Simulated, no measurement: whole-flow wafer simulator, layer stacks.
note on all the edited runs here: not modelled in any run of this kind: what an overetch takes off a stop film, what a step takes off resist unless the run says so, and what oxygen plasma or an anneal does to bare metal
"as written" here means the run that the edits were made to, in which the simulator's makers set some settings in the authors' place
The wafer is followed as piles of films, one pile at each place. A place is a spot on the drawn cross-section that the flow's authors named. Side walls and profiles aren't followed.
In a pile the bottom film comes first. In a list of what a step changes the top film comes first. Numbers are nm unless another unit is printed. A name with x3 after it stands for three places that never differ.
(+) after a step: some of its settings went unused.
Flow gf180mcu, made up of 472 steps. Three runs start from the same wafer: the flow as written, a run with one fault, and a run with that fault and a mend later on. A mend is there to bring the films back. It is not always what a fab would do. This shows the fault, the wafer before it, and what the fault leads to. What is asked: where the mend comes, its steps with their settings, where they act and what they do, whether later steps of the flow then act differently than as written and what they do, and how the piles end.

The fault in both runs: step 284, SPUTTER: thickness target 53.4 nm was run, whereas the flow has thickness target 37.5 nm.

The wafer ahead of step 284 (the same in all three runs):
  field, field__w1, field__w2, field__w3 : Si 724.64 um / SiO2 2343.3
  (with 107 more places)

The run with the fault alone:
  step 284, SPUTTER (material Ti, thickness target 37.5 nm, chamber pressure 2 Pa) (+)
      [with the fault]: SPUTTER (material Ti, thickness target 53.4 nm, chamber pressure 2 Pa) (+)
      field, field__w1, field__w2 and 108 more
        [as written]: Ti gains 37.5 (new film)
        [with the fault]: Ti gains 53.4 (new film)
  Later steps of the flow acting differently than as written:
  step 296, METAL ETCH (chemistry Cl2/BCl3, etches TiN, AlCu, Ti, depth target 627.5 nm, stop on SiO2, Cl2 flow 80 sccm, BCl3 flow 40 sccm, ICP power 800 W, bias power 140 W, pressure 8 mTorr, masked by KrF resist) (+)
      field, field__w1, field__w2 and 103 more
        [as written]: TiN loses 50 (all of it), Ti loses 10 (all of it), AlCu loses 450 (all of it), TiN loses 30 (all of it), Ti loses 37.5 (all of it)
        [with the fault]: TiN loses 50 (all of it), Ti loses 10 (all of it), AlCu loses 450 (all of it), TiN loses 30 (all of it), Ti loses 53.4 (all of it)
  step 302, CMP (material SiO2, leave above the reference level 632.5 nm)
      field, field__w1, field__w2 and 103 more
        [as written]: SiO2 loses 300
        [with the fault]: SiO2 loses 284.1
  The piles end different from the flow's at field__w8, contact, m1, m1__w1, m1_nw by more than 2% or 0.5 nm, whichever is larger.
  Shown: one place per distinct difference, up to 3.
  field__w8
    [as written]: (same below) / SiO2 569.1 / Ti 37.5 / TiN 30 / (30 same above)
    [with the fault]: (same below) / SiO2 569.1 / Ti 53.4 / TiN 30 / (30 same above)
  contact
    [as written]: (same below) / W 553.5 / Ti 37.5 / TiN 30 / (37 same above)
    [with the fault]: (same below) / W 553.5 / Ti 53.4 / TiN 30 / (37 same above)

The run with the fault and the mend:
  The mend stands after step 295.
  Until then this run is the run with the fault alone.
  step 296, METAL ETCH (chemistry Cl2/BCl3, etches TiN, AlCu, Ti, depth target 643.4 nm, stop on SiO2, Cl2 flow 80 sccm, BCl3 flow 40 sccm, ICP power 800 W, bias power 140 W, pressure 8 mTorr, masked by KrF resist) (+) (the flow's step 296, as written with depth target 627.5 nm)
      field, field__w1, field__w2 and 103 more
        TiN loses 50 (all of it), Ti loses 10 (all of it), AlCu loses 450 (all of it), TiN loses 30 (all of it), Ti loses 53.4 (all of it)
      field__w8, contact, m1, m1__w1, m1_nw
        KrF resist loses 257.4
  Later steps of the flow acting differently than as written (not shown: 1 more step that differs only slightly, by at most 2% or 0.5 nm, whichever is larger):
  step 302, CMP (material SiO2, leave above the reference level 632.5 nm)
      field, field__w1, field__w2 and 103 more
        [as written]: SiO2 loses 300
        [with the mend]: SiO2 loses 284.1
  The piles end different from the flow's at field__w8, contact, m1, m1__w1, m1_nw by more than 2% or 0.5 nm, whichever is larger.
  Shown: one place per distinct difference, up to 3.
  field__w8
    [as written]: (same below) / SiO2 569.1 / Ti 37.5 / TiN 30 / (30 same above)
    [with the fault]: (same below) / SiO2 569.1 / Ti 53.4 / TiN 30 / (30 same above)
    [with the mend]: (same below) / SiO2 569.1 / Ti 53.4 / TiN 30 / (30 same above)
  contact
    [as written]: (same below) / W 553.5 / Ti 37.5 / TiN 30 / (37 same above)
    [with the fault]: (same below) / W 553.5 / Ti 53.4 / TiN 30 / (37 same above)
    [with the mend]: (same below) / W 553.5 / Ti 53.4 / TiN 30 / (37 same above)
